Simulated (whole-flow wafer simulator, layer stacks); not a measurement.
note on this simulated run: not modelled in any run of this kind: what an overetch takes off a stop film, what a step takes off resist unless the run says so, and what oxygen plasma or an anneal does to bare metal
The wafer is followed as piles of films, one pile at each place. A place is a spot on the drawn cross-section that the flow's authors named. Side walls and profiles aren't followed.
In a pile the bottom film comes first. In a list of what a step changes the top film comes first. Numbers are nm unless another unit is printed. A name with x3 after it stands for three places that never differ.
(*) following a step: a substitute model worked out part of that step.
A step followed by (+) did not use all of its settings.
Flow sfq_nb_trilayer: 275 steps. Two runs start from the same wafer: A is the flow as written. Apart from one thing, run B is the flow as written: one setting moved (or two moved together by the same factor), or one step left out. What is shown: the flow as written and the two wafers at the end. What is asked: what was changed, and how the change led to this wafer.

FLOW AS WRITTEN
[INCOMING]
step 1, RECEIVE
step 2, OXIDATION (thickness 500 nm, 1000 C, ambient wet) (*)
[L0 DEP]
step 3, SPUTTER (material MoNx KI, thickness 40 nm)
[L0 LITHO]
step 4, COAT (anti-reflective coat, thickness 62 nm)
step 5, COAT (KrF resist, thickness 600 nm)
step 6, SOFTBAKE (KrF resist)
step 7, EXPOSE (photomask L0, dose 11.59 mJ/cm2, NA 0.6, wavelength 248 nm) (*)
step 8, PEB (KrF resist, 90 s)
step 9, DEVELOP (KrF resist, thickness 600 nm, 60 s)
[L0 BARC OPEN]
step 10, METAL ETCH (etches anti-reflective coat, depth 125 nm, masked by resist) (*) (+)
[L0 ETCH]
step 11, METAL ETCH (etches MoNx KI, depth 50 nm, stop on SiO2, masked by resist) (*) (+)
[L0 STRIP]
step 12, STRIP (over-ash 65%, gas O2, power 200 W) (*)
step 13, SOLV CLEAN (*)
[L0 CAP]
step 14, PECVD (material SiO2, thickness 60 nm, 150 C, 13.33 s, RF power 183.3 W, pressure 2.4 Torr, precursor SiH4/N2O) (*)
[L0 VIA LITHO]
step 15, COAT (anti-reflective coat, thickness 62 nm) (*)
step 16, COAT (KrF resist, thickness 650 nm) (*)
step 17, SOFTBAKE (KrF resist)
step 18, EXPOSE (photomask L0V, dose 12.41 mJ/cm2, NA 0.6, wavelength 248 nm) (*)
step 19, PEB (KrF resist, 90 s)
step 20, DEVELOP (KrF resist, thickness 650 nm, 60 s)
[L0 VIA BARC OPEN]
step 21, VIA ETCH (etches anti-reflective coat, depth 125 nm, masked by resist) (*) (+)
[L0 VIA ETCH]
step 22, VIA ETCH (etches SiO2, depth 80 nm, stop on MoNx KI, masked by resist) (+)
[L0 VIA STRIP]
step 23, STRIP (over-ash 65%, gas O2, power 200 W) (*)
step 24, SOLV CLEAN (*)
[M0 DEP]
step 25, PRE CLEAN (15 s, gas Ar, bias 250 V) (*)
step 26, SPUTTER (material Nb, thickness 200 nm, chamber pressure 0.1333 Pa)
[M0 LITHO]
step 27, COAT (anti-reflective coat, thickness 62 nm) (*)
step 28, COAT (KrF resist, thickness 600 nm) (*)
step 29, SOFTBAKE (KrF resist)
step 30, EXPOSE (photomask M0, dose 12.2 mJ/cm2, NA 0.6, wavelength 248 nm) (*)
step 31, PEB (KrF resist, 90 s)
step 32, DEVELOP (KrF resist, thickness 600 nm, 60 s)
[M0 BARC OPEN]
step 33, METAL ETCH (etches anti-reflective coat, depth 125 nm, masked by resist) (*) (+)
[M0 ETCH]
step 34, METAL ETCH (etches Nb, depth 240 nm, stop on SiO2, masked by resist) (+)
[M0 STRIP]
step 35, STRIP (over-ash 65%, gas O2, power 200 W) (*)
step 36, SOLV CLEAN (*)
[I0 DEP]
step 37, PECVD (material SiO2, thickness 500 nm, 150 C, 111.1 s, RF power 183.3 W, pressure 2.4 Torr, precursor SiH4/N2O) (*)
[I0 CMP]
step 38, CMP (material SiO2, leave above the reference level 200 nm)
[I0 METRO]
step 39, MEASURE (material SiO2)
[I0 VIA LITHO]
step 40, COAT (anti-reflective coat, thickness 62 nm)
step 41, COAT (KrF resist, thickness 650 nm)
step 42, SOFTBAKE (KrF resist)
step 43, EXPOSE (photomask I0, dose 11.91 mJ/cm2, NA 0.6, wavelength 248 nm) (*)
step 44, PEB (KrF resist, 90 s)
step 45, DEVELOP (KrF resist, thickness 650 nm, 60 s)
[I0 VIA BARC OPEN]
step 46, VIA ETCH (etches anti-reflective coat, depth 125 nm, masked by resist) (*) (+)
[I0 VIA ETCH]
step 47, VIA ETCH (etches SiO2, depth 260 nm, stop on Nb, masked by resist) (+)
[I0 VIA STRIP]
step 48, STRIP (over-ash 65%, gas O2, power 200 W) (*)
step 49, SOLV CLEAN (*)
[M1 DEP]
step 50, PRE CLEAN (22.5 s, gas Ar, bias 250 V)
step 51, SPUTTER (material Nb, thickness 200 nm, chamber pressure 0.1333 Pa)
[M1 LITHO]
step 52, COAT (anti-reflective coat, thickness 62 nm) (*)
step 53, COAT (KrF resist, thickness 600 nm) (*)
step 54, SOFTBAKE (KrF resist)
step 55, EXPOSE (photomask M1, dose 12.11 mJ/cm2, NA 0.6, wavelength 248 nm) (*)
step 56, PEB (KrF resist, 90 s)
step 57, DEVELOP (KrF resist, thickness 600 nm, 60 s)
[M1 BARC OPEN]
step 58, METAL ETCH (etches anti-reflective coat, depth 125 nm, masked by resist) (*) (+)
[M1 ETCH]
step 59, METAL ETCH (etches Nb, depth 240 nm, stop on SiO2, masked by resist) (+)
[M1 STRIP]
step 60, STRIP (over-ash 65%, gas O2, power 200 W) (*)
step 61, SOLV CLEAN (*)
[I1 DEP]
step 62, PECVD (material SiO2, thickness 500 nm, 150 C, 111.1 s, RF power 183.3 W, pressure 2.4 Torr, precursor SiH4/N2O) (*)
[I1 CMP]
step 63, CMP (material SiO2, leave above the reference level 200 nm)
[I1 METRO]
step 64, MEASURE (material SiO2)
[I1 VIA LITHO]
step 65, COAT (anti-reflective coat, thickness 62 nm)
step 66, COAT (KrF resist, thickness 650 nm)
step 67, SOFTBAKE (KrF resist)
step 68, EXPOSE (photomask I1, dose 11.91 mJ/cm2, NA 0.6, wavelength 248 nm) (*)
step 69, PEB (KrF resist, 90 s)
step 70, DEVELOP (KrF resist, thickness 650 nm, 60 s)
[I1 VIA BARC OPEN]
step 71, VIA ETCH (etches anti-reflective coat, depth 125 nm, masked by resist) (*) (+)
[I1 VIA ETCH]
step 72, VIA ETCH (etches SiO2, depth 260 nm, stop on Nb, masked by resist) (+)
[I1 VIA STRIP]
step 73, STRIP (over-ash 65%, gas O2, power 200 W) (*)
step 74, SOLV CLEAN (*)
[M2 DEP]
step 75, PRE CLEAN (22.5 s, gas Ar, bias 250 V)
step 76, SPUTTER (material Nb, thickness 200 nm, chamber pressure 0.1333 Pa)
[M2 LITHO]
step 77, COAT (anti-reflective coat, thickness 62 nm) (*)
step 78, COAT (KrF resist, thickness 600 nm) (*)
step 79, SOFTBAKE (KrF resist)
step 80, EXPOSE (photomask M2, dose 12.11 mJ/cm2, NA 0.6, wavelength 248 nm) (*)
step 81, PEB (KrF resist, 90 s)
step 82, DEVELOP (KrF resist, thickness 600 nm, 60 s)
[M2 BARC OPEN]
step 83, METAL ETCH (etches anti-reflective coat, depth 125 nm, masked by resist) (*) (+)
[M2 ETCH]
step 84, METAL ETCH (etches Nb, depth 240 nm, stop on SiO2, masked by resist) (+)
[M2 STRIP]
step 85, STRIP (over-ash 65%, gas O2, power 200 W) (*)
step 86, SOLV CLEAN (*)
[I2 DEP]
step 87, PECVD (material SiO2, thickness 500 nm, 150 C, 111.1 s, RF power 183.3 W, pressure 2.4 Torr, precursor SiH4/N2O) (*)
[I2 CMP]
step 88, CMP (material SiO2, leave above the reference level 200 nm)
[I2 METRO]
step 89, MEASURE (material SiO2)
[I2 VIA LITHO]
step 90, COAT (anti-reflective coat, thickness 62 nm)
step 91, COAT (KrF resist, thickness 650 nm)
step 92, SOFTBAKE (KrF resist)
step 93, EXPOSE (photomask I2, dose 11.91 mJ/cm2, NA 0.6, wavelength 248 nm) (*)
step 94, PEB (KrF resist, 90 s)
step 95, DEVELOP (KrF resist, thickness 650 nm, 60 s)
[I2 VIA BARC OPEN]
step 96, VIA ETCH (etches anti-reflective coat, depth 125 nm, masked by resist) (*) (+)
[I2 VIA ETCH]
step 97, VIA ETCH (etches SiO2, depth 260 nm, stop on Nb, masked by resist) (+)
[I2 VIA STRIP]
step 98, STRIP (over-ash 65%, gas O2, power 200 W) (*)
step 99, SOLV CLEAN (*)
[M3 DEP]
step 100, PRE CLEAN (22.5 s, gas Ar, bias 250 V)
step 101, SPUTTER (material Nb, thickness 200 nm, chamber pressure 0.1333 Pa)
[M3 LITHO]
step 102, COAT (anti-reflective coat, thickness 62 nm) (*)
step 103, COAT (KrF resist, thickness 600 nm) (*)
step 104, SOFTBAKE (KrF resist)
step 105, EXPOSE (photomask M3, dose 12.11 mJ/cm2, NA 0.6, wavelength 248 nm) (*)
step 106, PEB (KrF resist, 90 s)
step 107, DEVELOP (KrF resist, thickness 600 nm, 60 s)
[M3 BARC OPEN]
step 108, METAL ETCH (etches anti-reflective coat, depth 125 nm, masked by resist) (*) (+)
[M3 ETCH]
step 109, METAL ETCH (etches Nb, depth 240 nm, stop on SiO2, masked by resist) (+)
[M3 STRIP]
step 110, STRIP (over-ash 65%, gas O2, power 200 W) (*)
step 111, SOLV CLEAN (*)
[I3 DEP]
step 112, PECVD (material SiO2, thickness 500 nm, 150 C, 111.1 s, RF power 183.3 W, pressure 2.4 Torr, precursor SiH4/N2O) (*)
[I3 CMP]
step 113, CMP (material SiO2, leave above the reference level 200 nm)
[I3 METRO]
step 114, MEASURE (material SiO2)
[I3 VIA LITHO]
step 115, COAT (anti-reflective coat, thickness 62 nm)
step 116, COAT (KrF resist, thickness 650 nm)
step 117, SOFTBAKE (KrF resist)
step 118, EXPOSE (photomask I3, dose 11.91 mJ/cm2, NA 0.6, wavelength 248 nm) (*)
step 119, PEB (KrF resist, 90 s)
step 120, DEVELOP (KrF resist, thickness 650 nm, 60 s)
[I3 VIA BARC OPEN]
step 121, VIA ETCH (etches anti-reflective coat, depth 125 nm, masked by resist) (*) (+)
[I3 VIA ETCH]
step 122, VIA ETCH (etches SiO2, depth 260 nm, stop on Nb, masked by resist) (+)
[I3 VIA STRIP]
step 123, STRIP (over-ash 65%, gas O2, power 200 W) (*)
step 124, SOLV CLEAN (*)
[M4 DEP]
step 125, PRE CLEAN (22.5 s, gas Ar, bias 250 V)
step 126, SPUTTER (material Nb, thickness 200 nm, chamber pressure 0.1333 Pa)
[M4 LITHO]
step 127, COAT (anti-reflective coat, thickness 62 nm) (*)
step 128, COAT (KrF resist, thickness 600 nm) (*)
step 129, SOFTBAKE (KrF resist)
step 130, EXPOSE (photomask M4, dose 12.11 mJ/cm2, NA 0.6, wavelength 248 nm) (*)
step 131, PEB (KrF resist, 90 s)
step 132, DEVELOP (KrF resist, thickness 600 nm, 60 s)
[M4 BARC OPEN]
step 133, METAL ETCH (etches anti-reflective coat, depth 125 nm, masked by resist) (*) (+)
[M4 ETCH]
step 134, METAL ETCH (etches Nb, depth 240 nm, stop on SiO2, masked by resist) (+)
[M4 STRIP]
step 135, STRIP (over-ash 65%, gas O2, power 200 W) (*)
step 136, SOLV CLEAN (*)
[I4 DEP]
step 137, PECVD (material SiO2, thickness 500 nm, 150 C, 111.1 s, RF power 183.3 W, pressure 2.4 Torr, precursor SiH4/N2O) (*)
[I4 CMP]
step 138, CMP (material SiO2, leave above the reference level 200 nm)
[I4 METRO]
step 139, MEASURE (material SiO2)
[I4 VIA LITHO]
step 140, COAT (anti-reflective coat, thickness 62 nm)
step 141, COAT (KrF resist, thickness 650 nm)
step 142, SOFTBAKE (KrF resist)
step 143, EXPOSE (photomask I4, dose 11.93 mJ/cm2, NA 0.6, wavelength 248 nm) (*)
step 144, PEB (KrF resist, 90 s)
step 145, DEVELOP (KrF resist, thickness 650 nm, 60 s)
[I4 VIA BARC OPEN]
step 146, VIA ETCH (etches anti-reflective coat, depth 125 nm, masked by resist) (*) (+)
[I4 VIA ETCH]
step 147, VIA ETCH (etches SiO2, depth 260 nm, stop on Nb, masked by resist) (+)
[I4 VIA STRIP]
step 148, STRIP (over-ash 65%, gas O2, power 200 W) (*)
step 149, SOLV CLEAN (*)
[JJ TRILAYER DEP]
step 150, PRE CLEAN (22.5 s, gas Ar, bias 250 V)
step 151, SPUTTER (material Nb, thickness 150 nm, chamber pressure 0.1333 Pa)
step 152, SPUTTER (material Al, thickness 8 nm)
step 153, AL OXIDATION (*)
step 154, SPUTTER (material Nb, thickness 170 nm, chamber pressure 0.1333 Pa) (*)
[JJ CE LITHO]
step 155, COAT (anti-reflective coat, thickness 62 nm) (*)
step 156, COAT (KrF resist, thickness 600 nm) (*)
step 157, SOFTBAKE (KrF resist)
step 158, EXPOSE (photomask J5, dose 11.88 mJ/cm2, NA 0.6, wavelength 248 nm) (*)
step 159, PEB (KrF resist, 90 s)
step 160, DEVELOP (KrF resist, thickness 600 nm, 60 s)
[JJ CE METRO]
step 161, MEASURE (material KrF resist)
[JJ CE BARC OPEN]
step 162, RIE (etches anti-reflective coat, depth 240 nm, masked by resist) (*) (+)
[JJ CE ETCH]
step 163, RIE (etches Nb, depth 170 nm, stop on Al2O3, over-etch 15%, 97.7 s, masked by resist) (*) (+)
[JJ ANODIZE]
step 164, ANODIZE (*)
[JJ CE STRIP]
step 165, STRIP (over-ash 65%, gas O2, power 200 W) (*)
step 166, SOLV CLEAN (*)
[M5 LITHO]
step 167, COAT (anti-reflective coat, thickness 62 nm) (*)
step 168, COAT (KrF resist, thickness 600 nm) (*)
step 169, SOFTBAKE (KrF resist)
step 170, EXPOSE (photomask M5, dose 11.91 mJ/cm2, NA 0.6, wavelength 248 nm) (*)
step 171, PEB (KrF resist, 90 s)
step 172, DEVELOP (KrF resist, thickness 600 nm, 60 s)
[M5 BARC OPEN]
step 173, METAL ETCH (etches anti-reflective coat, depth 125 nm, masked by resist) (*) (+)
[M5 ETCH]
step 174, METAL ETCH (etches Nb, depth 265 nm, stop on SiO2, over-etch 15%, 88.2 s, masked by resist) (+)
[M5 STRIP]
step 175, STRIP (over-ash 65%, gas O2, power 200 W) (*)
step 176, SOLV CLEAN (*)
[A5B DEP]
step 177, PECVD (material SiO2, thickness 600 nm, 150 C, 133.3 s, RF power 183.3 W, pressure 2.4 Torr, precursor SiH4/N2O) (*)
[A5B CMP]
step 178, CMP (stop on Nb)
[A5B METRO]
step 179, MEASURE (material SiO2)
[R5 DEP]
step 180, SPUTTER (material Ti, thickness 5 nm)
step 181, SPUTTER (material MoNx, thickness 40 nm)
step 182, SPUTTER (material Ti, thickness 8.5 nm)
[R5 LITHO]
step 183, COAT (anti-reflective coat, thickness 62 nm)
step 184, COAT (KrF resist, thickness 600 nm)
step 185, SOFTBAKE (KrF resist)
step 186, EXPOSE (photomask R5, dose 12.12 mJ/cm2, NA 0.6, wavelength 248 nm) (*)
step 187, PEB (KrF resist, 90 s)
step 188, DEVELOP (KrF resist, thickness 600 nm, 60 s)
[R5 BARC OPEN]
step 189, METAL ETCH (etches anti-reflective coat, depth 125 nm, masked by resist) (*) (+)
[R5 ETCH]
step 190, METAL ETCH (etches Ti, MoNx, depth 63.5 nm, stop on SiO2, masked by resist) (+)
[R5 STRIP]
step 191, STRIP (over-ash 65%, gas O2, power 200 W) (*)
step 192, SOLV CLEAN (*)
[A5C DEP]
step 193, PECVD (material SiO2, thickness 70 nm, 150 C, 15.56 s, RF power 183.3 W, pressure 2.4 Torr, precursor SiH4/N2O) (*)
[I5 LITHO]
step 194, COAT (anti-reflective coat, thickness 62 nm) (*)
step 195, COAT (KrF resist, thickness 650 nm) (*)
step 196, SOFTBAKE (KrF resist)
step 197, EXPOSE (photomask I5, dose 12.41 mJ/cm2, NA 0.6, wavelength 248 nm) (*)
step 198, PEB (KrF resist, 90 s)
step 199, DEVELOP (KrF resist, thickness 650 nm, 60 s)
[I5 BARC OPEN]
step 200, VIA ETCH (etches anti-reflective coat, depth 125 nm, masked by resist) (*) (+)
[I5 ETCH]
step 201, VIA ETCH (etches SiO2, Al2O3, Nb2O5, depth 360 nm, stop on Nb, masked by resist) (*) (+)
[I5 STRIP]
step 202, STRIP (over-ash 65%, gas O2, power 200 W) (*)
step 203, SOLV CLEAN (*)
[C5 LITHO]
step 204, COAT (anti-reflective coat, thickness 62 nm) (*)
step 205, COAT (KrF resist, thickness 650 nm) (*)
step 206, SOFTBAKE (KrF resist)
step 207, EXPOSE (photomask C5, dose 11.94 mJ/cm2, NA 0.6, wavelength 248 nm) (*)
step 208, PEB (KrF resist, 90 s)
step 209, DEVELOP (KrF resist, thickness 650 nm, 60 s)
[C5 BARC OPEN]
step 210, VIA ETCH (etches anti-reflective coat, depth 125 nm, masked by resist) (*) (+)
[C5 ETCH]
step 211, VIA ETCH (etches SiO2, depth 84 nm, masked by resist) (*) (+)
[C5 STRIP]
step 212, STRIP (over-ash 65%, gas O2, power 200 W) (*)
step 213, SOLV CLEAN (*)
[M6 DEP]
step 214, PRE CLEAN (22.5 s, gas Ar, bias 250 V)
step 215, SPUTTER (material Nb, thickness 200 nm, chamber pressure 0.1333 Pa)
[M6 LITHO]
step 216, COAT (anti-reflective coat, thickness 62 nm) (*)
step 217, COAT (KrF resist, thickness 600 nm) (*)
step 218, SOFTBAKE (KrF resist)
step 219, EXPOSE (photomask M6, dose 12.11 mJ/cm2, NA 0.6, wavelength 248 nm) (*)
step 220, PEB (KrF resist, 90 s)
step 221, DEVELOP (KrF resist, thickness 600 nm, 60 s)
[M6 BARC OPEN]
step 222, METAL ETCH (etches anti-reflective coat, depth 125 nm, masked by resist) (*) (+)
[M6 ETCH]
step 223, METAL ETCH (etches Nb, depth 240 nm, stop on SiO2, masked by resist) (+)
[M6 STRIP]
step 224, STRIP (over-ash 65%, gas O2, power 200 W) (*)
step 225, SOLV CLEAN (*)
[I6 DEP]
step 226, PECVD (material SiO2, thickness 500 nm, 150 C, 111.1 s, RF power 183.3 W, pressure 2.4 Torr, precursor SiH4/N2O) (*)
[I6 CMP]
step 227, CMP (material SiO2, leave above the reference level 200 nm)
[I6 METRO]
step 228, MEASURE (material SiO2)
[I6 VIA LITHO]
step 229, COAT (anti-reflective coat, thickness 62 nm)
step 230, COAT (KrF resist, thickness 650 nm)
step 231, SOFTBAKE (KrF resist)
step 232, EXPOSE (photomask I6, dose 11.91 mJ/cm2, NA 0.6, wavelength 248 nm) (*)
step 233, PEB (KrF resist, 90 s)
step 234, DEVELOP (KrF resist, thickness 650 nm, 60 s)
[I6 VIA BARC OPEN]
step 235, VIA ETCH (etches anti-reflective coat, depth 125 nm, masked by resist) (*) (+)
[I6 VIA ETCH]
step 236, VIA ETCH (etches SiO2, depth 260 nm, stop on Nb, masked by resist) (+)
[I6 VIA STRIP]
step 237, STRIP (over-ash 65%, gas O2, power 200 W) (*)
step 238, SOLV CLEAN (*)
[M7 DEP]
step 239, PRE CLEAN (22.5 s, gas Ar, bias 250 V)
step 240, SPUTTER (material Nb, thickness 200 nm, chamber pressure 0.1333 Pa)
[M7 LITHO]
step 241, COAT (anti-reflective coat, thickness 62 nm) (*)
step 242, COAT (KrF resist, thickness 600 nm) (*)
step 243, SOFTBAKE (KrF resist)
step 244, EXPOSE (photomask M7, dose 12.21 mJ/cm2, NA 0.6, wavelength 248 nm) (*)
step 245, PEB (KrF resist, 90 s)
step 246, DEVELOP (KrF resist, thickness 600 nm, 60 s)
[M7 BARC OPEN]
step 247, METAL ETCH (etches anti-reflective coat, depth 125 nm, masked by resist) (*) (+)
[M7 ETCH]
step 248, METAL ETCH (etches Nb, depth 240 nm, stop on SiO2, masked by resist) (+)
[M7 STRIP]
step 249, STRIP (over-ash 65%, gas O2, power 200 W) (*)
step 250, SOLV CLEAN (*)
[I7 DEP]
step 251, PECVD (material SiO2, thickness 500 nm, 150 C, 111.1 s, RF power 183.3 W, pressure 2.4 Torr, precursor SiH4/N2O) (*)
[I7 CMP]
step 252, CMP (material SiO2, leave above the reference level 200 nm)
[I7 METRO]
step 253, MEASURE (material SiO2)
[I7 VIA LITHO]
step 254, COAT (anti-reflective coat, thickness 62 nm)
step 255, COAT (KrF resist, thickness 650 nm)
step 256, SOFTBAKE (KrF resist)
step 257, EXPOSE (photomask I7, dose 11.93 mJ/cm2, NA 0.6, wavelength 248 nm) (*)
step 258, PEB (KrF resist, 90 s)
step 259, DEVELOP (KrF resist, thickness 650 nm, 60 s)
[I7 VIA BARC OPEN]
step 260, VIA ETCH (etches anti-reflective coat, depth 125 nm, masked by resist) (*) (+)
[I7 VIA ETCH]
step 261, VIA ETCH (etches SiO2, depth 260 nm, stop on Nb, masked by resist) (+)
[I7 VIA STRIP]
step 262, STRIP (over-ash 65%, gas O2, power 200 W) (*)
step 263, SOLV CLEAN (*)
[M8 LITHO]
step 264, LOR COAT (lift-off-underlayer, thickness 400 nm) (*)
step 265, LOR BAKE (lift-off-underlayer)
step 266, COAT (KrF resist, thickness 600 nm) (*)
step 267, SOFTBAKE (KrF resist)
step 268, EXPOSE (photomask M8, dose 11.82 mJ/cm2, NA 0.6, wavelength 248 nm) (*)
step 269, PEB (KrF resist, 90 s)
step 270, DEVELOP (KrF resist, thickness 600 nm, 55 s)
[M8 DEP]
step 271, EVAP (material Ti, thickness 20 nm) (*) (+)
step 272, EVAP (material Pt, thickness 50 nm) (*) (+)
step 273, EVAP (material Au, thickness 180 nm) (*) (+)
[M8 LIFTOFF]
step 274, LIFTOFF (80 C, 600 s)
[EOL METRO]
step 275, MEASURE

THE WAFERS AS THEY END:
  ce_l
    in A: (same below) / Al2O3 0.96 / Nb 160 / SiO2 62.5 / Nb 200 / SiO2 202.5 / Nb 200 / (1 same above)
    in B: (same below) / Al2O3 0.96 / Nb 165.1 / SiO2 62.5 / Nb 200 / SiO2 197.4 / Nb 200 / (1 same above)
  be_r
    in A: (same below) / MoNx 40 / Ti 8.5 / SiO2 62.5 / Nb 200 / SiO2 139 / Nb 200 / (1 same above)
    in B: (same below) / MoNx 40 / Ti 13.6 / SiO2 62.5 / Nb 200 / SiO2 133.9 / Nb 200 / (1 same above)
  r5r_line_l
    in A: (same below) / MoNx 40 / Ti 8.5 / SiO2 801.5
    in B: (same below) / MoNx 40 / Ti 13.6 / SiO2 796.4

What caused this: step 182, SPUTTER: thickness 13.6 nm was run, while the flow as written has thickness 8.5 nm.
The wafer lets one read it off: be_r has Ti 13.6, and step 182 as written asks for 8.5 nm.

How this came from the change, step by step:
  step 182, SPUTTER (material Ti, thickness 8.5 nm)
      field_l, v_sur, via_wl and 103 more: A +8.5 Ti (new film) | B +13.6 Ti (new film)
  step 190, METAL ETCH (etches Ti, MoNx, depth 63.5 nm, stop on SiO2, masked by resist) (+)
      field_l, v_sur, via_wl and 92 more: A -8.5 Ti (all of it), -40 MoNx (all of it), -5 Ti (all of it) | B -13.6 Ti (all of it), -40 MoNx (all of it), -5 Ti (all of it)
      ce_l, c5j, ce_r, wl_jj: A -8.5 Ti (all of it), -40 MoNx (all of it), -5 Ti (all of it), -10 Nb | B -13.6 Ti (all of it), -40 MoNx (all of it), -5 Ti (all of it), -4.9 Nb
  step 194, COAT (anti-reflective coat, thickness 62 nm) (*)
      r5r_spacepad_l, r5r_spacepad_r: A +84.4 anti-reflective coat (new film) | B +86.6 anti-reflective coat (new film)
      ce_l: A +67.2 anti-reflective coat (new film) | B +64.9 anti-reflective coat (new film)
      (also at 4 further places)
  step 202, STRIP (over-ash 65%, gas O2, power 200 W) (*)
      r5r_spacepad_l, r5r_spacepad_r: A -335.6 KrF resist (all of it), -84.4 anti-reflective coat (all of it) | B -335.8 KrF resist (all of it), -86.6 anti-reflective coat (all of it)
      ce_l: A -341.5 KrF resist (all of it), -67.2 anti-reflective coat (all of it) | B -340.1 KrF resist (all of it), -64.9 anti-reflective coat (all of it)
      (also at 4 further places)
  step 204, COAT (anti-reflective coat, thickness 62 nm) (*)
      r5r_spacepad_l, r5r_spacepad_r: A +84.4 anti-reflective coat (new film) | B +86.6 anti-reflective coat (new film)
      ce_l: A +66 anti-reflective coat (new film) | B +63.8 anti-reflective coat (new film)
      (also at 4 further places)
  step 210, VIA ETCH (etches anti-reflective coat, depth 125 nm, masked by resist) (*) (+)
      c5j: A -63.9 anti-reflective coat (all of it), -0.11 SiO2 | B -62.6 anti-reflective coat (all of it), -0.11 SiO2
  step 212, STRIP (over-ash 65%, gas O2, power 200 W) (*)
      r5r_spacepad_l, r5r_spacepad_r: A -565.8 KrF resist (all of it), -84.4 anti-reflective coat (all of it) | B -566.3 KrF resist (all of it), -86.6 anti-reflective coat (all of it)
      ce_l: A -567.4 KrF resist (all of it), -66 anti-reflective coat (all of it) | B -566.4 KrF resist (all of it), -63.8 anti-reflective coat (all of it)
      (also at 3 further places)
  step 216, COAT (anti-reflective coat, thickness 62 nm) (*)
      r5r_spacepad_l, r5r_spacepad_r: A +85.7 anti-reflective coat (new film) | B +88.2 anti-reflective coat (new film)
      jj_sur: A +56.1 anti-reflective coat (new film) | B +57.5 anti-reflective coat (new film)
      (also at 4 further places)
  step 222, METAL ETCH (etches anti-reflective coat, depth 125 nm, masked by resist) (*) (+)
      r5r_spacepad_l, r5r_spacepad_r: A -85.7 anti-reflective coat (all of it) | B -88.2 anti-reflective coat (all of it)
  step 224, STRIP (over-ash 65%, gas O2, power 200 W) (*)
      jj_sur: A -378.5 KrF resist (all of it), -56.1 anti-reflective coat (all of it) | B -378.5 KrF resist (all of it), -57.5 anti-reflective coat (all of it)
      ce_l: A -397.1 KrF resist (all of it), -48 anti-reflective coat (all of it) | B -395.2 KrF resist (all of it), -46.5 anti-reflective coat (all of it)
      (also at 3 further places)
  step 227, CMP (material SiO2, leave above the reference level 200 nm)
      r5r_line_l, r5r_spacepad_l, r5r_spacepad_r, r5r_line_c, r5r_line_r: A -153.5 SiO2 | B -158.6 SiO2
      c5j: A -223 SiO2 | B -228.1 SiO2
